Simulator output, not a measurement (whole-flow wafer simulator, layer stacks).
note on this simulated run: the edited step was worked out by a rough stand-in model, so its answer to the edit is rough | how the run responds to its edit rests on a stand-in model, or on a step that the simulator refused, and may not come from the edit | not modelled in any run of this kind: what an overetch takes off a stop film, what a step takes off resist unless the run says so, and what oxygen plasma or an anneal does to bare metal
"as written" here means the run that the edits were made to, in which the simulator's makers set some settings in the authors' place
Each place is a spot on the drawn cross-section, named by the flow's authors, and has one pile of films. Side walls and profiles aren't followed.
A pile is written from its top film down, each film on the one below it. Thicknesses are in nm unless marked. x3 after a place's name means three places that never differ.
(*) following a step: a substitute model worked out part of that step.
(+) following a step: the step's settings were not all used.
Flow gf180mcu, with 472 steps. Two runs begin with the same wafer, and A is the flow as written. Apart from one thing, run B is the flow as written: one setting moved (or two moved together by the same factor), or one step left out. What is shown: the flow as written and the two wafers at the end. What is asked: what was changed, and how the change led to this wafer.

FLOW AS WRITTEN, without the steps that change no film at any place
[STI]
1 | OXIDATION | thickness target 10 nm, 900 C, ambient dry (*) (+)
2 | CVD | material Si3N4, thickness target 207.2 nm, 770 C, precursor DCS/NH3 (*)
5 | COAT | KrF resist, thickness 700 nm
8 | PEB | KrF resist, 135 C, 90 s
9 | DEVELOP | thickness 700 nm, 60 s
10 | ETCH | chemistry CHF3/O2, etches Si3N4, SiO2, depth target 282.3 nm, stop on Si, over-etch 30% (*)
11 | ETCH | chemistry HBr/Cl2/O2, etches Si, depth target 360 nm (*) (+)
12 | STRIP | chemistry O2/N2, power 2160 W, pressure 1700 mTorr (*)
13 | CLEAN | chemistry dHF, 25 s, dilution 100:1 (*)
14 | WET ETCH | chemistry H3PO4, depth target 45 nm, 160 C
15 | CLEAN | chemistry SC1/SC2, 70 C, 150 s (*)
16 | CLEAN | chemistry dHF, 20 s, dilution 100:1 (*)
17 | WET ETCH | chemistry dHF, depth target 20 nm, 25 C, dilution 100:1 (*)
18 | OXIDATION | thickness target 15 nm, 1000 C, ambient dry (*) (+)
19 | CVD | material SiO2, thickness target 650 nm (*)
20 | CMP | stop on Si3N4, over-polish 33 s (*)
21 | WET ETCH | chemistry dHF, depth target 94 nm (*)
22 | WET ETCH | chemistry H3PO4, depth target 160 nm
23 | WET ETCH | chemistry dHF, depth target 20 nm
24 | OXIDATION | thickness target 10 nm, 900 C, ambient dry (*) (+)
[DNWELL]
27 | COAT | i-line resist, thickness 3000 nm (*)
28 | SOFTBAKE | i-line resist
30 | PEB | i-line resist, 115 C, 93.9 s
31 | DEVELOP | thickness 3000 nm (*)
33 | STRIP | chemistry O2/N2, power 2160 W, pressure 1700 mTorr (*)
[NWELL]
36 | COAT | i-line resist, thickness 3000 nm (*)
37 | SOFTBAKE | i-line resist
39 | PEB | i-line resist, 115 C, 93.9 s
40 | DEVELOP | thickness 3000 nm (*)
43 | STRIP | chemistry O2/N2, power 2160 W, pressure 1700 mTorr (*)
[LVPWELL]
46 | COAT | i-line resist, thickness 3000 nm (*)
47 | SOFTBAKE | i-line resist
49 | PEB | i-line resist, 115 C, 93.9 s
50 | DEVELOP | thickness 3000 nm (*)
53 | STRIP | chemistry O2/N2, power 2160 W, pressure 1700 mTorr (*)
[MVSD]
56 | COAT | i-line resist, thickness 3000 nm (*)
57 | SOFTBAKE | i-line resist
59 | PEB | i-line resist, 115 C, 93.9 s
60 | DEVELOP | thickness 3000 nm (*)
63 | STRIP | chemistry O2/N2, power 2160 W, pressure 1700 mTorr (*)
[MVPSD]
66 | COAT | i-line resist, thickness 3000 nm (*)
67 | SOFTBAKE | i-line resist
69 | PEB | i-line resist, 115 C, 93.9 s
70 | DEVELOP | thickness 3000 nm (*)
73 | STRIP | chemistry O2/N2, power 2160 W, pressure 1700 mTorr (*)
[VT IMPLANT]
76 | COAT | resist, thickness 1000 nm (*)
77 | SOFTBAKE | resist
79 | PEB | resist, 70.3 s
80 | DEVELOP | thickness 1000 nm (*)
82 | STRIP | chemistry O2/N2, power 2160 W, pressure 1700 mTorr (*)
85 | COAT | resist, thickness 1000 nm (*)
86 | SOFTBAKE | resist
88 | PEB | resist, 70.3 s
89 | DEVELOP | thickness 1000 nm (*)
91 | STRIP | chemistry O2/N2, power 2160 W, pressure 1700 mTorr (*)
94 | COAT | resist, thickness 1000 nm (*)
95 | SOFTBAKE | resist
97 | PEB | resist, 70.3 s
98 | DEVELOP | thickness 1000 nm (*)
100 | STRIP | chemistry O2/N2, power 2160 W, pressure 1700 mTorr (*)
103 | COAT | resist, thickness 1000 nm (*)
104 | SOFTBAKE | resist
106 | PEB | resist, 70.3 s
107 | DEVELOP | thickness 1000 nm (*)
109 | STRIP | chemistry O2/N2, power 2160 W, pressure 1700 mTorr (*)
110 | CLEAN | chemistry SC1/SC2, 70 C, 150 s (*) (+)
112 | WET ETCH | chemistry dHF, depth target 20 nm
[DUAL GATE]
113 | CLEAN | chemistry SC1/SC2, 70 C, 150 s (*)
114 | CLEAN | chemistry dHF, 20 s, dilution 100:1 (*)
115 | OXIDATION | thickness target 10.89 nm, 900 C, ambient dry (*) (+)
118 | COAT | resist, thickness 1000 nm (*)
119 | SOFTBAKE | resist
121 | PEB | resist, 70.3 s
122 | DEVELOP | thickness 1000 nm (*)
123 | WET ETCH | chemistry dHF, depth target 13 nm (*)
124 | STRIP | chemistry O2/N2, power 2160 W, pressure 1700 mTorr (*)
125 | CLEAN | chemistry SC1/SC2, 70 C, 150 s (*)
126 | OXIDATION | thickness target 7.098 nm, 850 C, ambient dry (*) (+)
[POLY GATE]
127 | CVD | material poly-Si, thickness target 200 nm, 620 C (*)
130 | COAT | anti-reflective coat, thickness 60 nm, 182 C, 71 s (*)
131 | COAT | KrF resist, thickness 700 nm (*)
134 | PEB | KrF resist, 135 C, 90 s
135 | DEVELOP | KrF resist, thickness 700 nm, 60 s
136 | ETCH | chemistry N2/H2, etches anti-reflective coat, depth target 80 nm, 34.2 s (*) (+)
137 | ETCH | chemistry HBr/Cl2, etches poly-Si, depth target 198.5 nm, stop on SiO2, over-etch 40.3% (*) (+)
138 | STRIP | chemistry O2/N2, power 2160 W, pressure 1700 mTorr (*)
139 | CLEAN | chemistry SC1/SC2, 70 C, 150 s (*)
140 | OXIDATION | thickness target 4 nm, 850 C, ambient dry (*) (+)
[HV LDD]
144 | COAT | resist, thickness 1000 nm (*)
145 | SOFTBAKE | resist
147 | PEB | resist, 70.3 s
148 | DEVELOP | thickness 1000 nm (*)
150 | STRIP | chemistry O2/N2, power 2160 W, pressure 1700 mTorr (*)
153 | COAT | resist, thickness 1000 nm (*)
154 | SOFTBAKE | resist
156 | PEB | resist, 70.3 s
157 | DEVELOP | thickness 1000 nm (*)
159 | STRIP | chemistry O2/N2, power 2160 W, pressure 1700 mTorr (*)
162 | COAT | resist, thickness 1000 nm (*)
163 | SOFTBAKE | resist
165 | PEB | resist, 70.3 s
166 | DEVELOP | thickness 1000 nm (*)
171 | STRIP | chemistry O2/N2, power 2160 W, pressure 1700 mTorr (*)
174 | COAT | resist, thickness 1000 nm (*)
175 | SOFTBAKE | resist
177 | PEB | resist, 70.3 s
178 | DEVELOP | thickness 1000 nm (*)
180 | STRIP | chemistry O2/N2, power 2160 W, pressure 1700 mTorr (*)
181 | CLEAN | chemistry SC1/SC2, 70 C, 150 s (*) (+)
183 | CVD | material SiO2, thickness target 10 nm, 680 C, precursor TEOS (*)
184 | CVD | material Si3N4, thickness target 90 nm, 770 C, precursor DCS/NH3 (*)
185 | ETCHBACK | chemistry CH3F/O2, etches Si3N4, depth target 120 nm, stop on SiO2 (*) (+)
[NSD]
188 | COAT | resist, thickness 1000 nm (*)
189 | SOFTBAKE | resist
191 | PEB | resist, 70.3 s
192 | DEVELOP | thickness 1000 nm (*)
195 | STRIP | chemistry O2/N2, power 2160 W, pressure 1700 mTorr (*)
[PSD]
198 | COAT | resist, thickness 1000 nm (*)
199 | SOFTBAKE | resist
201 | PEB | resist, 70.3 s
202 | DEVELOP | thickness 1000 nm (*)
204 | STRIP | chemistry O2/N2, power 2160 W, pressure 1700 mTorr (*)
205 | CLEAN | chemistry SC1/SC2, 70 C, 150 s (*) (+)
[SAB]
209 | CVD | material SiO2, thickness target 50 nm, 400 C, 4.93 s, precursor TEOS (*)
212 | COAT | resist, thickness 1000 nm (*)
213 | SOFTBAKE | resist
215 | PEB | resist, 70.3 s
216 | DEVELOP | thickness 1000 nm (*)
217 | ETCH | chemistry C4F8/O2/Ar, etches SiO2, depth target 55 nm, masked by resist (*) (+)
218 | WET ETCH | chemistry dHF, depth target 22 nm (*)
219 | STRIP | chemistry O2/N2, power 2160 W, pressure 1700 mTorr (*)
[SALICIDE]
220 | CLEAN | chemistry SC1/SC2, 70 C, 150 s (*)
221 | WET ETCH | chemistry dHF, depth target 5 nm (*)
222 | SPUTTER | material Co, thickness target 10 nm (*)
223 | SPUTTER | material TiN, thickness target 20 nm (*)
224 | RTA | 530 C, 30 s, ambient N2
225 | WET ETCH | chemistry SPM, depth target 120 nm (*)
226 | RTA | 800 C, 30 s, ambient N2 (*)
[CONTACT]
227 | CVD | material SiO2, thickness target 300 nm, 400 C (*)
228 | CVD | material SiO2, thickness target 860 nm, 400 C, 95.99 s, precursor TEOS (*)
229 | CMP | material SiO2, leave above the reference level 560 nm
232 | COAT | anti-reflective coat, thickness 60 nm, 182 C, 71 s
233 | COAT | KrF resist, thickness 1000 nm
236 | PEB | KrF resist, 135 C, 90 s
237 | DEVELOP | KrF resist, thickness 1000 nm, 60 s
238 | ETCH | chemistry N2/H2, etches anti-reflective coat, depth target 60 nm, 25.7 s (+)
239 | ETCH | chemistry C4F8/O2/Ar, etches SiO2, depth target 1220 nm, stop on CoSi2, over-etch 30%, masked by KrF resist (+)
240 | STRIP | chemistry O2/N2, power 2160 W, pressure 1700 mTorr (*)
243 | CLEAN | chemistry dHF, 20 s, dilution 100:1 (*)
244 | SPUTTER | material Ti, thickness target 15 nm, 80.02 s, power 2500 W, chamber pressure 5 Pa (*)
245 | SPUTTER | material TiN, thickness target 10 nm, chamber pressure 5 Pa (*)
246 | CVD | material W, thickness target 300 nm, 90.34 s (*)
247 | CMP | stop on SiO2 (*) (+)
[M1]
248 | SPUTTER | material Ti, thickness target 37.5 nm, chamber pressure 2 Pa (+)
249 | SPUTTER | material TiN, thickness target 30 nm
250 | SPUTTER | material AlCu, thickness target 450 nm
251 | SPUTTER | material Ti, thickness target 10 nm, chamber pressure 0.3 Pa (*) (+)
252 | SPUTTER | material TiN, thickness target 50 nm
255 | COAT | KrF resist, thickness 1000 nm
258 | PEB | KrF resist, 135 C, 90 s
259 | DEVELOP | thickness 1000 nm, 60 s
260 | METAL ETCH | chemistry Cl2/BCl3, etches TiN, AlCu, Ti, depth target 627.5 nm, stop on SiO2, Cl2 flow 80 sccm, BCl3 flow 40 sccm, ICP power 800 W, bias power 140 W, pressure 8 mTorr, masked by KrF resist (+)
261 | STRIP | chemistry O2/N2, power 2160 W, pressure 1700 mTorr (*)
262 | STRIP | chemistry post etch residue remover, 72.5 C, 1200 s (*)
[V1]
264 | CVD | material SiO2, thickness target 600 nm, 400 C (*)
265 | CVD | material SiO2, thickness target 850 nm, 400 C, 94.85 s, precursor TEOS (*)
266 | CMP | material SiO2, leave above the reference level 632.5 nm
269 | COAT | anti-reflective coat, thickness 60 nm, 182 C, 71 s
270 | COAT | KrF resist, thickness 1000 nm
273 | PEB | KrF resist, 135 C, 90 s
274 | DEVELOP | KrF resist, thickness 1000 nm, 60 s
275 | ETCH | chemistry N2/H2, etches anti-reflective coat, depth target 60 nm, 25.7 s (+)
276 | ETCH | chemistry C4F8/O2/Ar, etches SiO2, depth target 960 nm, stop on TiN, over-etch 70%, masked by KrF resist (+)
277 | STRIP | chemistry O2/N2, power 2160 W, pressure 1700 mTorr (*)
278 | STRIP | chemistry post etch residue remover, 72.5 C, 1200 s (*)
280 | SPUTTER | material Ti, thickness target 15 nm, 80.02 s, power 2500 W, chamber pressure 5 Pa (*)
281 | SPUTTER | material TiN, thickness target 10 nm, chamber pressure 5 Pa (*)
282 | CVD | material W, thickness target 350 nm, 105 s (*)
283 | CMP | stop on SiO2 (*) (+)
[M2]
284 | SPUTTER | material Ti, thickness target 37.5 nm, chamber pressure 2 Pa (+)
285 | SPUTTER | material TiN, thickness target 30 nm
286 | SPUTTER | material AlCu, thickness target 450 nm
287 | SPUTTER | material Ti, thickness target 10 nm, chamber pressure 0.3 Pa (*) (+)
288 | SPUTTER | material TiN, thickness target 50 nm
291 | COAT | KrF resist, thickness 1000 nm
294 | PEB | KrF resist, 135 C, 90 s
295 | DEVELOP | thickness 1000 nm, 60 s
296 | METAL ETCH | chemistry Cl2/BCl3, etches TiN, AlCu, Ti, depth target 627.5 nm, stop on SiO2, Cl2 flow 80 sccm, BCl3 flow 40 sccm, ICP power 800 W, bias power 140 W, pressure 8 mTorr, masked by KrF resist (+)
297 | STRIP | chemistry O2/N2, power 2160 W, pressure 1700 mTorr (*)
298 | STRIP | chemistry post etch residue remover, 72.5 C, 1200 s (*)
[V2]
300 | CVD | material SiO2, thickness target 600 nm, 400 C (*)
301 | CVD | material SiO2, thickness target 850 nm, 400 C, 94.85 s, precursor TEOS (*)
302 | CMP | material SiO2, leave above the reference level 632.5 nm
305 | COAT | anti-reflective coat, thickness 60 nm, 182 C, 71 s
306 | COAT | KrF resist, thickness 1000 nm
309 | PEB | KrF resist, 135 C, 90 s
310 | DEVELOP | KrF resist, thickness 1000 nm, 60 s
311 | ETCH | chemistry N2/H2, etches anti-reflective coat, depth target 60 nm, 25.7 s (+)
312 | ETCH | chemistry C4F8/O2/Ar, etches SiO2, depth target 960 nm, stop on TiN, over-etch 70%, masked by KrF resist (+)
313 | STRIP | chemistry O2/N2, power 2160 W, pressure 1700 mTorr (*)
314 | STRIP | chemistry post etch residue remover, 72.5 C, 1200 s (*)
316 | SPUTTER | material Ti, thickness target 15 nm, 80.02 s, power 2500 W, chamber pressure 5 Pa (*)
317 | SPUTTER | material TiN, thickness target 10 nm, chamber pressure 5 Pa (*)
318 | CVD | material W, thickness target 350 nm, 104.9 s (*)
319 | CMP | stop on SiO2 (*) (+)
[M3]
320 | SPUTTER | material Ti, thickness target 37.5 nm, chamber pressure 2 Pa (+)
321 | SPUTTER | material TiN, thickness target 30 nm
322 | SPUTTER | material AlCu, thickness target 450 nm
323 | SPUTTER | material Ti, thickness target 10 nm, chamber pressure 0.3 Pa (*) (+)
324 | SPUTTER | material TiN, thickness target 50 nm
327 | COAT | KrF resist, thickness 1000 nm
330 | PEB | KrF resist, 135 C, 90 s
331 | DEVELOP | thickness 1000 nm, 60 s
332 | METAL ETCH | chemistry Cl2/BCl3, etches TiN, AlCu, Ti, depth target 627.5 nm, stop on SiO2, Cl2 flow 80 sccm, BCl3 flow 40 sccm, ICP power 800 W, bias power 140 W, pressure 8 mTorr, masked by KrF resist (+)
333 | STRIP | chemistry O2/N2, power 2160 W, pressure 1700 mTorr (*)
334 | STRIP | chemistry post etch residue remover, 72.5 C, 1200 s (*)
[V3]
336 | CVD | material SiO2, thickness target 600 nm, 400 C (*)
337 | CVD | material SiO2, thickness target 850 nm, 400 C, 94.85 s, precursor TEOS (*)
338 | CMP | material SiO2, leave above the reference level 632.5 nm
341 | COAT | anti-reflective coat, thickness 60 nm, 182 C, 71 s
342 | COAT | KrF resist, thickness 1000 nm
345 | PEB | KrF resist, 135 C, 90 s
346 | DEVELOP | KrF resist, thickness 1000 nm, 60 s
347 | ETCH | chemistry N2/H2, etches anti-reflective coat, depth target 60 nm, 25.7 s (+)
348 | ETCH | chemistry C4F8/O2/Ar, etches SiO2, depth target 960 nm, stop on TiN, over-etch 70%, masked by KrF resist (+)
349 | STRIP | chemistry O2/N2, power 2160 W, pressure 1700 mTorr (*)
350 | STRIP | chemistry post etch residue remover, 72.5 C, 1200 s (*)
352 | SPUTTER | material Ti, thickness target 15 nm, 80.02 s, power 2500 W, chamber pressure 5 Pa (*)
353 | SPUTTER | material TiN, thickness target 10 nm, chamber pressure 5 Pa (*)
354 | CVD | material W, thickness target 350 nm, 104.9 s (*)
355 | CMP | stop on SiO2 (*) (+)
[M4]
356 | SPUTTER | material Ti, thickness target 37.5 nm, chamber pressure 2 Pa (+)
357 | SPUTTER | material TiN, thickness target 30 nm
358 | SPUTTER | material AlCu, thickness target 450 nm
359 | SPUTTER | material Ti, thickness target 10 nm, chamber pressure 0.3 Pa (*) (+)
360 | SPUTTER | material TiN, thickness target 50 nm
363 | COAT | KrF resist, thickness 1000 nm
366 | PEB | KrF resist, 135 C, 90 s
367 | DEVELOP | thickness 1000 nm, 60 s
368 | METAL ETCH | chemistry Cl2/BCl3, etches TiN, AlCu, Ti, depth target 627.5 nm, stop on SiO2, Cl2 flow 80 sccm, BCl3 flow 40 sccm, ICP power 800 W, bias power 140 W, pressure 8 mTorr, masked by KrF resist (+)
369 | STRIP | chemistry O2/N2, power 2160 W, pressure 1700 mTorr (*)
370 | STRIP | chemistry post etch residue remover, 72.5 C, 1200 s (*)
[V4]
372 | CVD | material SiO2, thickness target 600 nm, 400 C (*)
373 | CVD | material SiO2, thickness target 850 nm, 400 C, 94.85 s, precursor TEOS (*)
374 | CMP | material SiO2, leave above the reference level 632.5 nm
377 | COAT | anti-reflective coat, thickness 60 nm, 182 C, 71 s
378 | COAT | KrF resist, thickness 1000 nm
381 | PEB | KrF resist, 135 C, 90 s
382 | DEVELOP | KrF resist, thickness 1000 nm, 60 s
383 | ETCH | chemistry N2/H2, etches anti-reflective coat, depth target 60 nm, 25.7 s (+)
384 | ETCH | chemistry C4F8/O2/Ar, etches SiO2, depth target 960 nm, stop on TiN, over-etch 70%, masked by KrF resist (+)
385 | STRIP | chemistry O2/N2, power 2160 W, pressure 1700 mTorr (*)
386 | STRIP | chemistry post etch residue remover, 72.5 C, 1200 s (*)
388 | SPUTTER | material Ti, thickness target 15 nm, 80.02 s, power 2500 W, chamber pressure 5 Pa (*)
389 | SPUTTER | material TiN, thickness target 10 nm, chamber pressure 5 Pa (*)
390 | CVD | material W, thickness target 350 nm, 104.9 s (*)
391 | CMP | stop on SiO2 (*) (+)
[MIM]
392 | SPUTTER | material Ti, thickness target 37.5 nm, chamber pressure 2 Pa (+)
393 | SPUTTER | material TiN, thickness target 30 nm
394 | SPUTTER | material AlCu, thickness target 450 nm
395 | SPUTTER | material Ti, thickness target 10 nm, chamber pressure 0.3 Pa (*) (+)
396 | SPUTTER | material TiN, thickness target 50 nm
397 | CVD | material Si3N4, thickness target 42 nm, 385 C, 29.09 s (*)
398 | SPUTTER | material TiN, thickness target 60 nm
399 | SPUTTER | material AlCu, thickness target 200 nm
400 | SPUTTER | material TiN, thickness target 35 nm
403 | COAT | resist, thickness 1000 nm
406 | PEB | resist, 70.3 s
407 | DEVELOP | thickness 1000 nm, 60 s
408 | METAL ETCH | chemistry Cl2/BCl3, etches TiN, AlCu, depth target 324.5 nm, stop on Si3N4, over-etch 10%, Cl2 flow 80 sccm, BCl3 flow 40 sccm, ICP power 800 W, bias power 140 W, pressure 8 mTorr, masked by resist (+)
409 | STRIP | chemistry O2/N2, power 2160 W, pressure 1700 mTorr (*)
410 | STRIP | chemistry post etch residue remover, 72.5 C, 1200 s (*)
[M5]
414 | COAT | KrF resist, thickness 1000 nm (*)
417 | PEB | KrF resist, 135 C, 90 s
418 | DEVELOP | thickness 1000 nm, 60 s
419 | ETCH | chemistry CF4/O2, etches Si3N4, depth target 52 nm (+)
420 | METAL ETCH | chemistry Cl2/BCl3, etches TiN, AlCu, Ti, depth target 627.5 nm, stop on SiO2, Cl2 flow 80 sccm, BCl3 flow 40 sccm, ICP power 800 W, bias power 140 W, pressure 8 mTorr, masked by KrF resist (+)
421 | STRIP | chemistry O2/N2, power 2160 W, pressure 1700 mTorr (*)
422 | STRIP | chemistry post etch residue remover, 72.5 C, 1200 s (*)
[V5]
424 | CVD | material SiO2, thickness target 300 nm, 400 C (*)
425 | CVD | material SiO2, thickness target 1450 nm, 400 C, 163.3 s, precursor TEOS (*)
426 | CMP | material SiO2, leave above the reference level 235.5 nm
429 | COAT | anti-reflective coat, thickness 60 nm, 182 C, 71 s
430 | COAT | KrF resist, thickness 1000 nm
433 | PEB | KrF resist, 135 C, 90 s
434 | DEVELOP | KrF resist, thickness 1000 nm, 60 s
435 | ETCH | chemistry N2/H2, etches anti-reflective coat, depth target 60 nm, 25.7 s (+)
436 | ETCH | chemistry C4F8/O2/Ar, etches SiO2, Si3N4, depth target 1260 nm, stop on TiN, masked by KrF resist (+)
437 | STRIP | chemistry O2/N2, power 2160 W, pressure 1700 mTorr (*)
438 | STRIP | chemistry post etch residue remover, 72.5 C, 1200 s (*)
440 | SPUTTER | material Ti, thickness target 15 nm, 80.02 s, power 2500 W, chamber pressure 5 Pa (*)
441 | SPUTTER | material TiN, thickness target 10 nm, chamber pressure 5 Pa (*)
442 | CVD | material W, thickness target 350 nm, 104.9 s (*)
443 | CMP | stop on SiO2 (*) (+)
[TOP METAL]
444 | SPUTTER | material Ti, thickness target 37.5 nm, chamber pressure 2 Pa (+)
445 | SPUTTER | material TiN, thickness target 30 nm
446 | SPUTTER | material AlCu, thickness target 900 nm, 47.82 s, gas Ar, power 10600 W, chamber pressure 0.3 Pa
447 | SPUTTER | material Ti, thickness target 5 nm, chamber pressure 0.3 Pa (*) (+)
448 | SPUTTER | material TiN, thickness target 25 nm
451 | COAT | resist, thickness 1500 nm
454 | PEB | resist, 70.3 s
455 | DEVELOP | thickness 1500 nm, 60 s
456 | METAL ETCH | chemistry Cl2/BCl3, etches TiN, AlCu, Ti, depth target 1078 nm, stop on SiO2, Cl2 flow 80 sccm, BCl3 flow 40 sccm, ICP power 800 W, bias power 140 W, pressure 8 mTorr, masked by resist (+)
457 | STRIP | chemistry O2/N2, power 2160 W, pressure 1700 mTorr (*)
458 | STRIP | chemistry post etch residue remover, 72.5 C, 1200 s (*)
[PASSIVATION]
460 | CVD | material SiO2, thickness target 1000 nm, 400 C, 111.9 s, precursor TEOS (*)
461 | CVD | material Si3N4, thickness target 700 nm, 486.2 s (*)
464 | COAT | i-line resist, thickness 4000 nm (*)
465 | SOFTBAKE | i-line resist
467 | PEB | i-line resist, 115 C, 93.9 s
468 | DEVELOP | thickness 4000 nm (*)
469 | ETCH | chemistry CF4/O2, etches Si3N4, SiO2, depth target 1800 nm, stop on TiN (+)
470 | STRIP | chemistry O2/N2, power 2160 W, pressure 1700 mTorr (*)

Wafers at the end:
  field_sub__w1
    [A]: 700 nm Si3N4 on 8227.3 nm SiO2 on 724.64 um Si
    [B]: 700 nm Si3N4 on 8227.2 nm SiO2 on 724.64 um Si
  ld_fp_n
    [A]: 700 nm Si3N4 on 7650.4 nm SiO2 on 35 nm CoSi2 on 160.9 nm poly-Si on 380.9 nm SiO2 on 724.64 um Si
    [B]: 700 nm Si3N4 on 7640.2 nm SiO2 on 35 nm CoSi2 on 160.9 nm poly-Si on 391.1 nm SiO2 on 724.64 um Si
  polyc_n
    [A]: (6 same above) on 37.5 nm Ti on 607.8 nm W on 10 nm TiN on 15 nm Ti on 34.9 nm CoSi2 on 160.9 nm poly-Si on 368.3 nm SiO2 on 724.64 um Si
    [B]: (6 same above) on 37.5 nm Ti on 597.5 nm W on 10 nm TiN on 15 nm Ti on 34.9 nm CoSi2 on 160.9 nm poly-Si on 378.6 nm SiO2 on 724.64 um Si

The reason: step 21, WET ETCH: depth target 83.7 nm was run, though the flow has depth target 94 nm.

The path from the change to this, step by step:
  21 | WET ETCH | chemistry dHF, depth target 94 nm (*)
      active, n_well, p_well and 40 more: A Si3N4 loses 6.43 | B Si3N4 loses 5.73
      field, field_sub, sti and 34 more: A SiO2 loses 94 | B SiO2 loses 83.7
  28 | SOFTBAKE | i-line resist
      ldn_fp, ldn_drn: A i-line resist gains 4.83 | B i-line resist gains 6.06
      field: A i-line resist gains 2.45 | B i-line resist gains 3.2
      (as well as at 32 more places)
  37 | SOFTBAKE | i-line resist
      ldn_fp, ldn_drn: A i-line resist gains 4.83 | B i-line resist gains 6.06
      field: A i-line resist gains 2.45 | B i-line resist gains 3.2
      (as well as at 32 more places)
  47 | SOFTBAKE | i-line resist
      ldn_fp, ldn_drn: A i-line resist gains 4.83 | B i-line resist gains 6.06
      field: A i-line resist gains 2.45 | B i-line resist gains 3.2
      (as well as at 32 more places)
  57 | SOFTBAKE | i-line resist
      ldn_fp, ldn_drn: A i-line resist gains 4.83 | B i-line resist gains 6.06
      field: A i-line resist gains 2.45 | B i-line resist gains 3.2
      (as well as at 32 more places)
  67 | SOFTBAKE | i-line resist
      ldn_fp, ldn_drn: A i-line resist gains 4.83 | B i-line resist gains 6.06
      field: A i-line resist gains 2.45 | B i-line resist gains 3.2
      (as well as at 32 more places)
  77 | SOFTBAKE | resist
      gate_p_hv: A resist gains 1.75 | B resist gains 2.29
  86 | SOFTBAKE | resist
      gate_p_hv: A resist gains 1.75 | B resist gains 2.29
  95 | SOFTBAKE | resist
      gate_p_hv: A resist gains 1.75 | B resist gains 2.29
  104 | SOFTBAKE | resist
      gate_p_hv: A resist gains 1.75 | B resist gains 2.29
  119 | SOFTBAKE | resist
      gate_p_hv: A resist gains 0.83 | B resist gains 1.36
  130 | COAT | anti-reflective coat, thickness 60 nm, 182 C, 71 s (*)
      p_well, spacer, sd_n: A anti-reflective coat gains 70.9 (new film) | B anti-reflective coat gains 80.7 (new film)
      ldn_acc, ldp_acc: A anti-reflective coat gains 66.9 (new film) | B anti-reflective coat gains 70.8 (new film)
      (as well as at 69 more places)
  136 | ETCH | chemistry N2/H2, etches anti-reflective coat, depth target 80 nm, 34.2 s (*) (+)
      p_well, spacer, sd_n: A anti-reflective coat loses 70.9 (all of it), poly-Si loses 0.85 | B anti-reflective coat loses 80.7 (all of it), poly-Si loses 0.6
      ldn_dft, ldp_dft: A anti-reflective coat loses 48.7 (all of it), poly-Si loses 1.42 | B anti-reflective coat loses 44.1 (all of it), poly-Si loses 1.54
      (as well as at 48 more places)
  138 | STRIP | chemistry O2/N2, power 2160 W, pressure 1700 mTorr (*)
      gate: A chemical SiO2 gains 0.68 (new film), KrF resist loses 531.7 (all of it), anti-reflective coat loses 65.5 (all of it), poly-Si loses 0.3 | B chemical SiO2 gains 0.68 (new film), KrF resist loses 532.2 (all of it), anti-reflective coat loses 70 (all of it), poly-Si loses 0.3
      gate_hv: A chemical SiO2 gains 0.68 (new film), KrF resist loses 528.4 (all of it), anti-reflective coat loses 61 (all of it), poly-Si loses 0.3 | B chemical SiO2 gains 0.68 (new film), KrF resist loses 530.5 (all of it), anti-reflective coat loses 62.7 (all of it), poly-Si loses 0.3
      (as well as at 19 more places)
  145 | SOFTBAKE | resist
      gate_p_hv: A resist loses 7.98 | B resist loses 7.39
  154 | SOFTBAKE | resist
      gate_p_hv: A resist loses 7.98 | B resist loses 7.39
  ... another 9 steps ...
  229 | CMP | material SiO2, leave above the reference level 560 nm
      ldn_sep__w1, ldn_sep__w2, ldn_dft and 8 more: A SiO2 loses 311 | B SiO2 loses 321.3
      sti, mim_1p0, pad, dice_street, iso_nw_fld, iso_fld_sub: A SiO2 loses 296.8 | B SiO2 loses 307.1
      (as well as at 40 more places)
